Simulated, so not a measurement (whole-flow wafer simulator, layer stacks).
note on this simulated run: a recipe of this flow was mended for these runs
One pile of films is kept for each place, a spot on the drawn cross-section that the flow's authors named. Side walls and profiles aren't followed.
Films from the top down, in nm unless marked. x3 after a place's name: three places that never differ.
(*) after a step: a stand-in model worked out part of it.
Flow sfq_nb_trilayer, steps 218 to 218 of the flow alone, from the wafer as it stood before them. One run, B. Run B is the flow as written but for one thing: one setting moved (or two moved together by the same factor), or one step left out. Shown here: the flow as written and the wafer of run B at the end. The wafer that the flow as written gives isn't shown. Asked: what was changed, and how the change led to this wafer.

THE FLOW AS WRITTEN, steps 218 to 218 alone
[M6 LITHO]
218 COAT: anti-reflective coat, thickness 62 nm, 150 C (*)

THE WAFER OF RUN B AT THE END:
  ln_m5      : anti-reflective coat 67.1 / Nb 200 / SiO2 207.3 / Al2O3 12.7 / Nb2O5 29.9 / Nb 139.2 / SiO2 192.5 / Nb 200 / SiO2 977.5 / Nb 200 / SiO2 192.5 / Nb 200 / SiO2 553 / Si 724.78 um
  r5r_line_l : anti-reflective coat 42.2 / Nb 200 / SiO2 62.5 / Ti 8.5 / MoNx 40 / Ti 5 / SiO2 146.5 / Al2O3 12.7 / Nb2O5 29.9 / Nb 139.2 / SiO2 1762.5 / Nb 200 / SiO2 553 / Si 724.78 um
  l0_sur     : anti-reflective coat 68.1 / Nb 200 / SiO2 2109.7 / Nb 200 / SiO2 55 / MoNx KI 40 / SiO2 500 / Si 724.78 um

The cause: step 218, COAT: thickness 67.1 nm was run, where the flow has thickness 62 nm.
It can be read off the wafer: ln_m5 has anti-reflective coat 67.1, and step 218 as written asks for 62 nm.

How the change led to this, step by step:
  218 COAT: anti-reflective coat, thickness 62 nm, 150 C (*)
      ln_m5, p4_fl x5, p4_w1 x9 and 51 more: anti-reflective coat +67.1 (new film) (as written it would be: anti-reflective coat +62 (new film))
      r5r_line_l, r5r_line_c, r5r_line_r: anti-reflective coat +42.2 (new film) (as written it would be: anti-reflective coat +37.1 (new film))
      (and at 37 more places)
